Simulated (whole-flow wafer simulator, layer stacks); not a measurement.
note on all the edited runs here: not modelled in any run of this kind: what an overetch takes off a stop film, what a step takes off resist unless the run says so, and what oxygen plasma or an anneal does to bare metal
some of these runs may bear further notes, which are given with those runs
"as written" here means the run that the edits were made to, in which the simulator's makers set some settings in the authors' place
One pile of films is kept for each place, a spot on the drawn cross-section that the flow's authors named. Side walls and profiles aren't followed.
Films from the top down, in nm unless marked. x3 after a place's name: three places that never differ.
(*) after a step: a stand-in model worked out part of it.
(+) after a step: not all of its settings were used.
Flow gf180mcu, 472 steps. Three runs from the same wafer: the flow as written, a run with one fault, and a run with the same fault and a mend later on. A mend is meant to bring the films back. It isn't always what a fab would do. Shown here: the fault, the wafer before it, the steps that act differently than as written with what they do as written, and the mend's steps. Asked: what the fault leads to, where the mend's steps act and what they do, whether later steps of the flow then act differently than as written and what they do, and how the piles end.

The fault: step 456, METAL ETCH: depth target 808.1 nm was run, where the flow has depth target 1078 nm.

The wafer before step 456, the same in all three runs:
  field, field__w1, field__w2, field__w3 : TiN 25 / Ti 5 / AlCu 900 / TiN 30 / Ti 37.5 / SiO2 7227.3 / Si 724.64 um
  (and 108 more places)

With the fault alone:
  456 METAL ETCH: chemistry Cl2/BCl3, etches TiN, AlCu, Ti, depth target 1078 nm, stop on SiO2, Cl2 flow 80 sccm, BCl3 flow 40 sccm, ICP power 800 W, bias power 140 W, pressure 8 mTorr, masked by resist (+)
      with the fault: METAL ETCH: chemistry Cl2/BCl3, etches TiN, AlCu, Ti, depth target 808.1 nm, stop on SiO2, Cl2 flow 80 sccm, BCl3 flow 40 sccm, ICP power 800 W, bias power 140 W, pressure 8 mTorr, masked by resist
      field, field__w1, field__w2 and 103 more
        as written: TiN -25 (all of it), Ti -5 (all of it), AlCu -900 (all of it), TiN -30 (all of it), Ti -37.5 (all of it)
        with the fault: TiN -25 (all of it), Ti -5 (all of it), AlCu -778.1
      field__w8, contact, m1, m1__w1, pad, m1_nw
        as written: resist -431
        with the fault: resist -323.2
  Later steps of the flow that act differently than as written:
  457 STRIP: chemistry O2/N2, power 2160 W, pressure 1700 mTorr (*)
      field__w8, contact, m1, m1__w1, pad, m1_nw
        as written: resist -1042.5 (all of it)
        with the fault: resist -1150.2 (all of it)
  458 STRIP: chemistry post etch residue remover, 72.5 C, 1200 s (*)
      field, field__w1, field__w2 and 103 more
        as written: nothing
        with the fault: AlCu -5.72
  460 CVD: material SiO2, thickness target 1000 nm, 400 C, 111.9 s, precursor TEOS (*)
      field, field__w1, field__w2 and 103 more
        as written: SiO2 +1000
        with the fault: SiO2 +1000 (new film)
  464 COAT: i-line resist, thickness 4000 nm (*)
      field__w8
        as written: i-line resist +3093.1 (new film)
        with the fault: i-line resist +3255.8 (new film)
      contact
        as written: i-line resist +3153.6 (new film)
        with the fault: i-line resist +3299.2 (new film)
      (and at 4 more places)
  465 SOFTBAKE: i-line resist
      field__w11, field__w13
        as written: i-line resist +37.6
        with the fault: i-line resist +28.1
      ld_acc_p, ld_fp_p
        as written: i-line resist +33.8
        with the fault: i-line resist +25.2
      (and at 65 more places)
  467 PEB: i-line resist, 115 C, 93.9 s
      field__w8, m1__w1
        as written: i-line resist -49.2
        with the fault: i-line resist -52.5
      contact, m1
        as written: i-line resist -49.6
        with the fault: i-line resist -52.8
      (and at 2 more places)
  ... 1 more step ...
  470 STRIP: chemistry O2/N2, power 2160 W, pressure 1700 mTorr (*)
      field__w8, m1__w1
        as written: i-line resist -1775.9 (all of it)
        with the fault: i-line resist -1952 (all of it)
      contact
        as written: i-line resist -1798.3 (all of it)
        with the fault: i-line resist -1968.2 (all of it)
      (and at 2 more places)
  At the end the piles differ from the flow's by more than 2% or 0.5 nm, whichever is larger, at field, field__w1, field__w2 and 103 more.
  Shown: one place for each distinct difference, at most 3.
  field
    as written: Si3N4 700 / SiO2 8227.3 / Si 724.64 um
    with the fault: Si3N4 700 / SiO2 1000 / AlCu 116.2 / TiN 30 / Ti 37.5 / SiO2 7227.3 / Si 724.64 um
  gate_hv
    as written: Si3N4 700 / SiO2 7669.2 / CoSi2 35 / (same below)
    with the fault: Si3N4 700 / SiO2 1000 / AlCu 116.2 / TiN 30 / Ti 37.5 / SiO2 6669.2 / CoSi2 35 / (same below)
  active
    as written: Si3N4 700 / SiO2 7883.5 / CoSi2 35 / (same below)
    with the fault: Si3N4 700 / SiO2 1000 / AlCu 116.2 / TiN 30 / Ti 37.5 / SiO2 6883.5 / CoSi2 35 / (same below)

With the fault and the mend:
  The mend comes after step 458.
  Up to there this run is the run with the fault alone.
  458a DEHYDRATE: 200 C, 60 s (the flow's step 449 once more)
      changes no film at any place that is followed
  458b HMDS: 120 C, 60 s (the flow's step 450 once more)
      changes no film at any place that is followed
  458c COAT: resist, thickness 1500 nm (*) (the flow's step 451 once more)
      iso_ptap_pw, iso_ntap_nw, iso_nw_fld and 33 more
        resist +1500 (new film)
      p_well, sti, spacer, sd_n, mim_1p0, dice_street
        resist +1503.9 (new film)
      field_sub, field_sub__w1, field_sub__w5, ld_drift_n, ld_drn_n
        resist +1510 (new film)
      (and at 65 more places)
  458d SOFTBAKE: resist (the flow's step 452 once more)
      sd_p_hv, gate_p_hv, nw_enc_fld__w1
        resist -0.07
      field__w5, field__w9
        resist -0.14
      field
        resist -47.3
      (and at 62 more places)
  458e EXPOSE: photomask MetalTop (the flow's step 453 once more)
      changes no film at any place that is followed
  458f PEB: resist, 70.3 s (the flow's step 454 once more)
      field__w2, field__w3, field__w5 and 41 more
        resist -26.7
      iso_ptap_pw, iso_ntap_nw, iso_nw_fld and 33 more
        resist -26.5
      p_well, sti, spacer, sd_n, mim_1p0, dice_street
        resist -26.6
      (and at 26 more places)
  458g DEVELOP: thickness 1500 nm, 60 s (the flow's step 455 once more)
      iso_ptap_pw, iso_ntap_nw, iso_nw_fld and 33 more
        resist -1473.5 (all of it)
      field__w5, field__w9, nplus_u, pplus_u, npoly_u, nw_enc_fld_lv__w1, nw_enc_fld_lv__w4
        resist -1484 (all of it)
      p_well, sti, spacer, sd_n, mim_1p0, dice_street
        resist -1477.3 (all of it)
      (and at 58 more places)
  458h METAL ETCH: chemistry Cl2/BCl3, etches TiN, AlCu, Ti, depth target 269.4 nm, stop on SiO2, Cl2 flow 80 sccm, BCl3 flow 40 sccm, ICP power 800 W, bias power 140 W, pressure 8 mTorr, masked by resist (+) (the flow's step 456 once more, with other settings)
      field, field__w1, field__w2 and 103 more
        AlCu -116.2 (all of it), TiN -30 (all of it), Ti -37.5 (all of it)
      field__w8, contact, m1, m1__w1, pad, m1_nw
        resist -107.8
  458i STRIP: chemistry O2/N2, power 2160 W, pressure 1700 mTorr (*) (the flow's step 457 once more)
      field__w8
        resist -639 (all of it)
      contact
        resist -636.7 (all of it)
      m1
        resist -637 (all of it)
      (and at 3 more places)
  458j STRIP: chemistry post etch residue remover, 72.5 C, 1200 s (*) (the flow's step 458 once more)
      field__w8, contact, m1, m1__w1, pad, m1_nw
        TiN -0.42
  No later step of the flow acts differently than as written, at any place that is followed, by more than 2% or 0.5 nm, whichever is larger.
  At the end the piles differ from the flow's only slightly at the places that both follow, by at most 2% or 0.5 nm, whichever is larger.
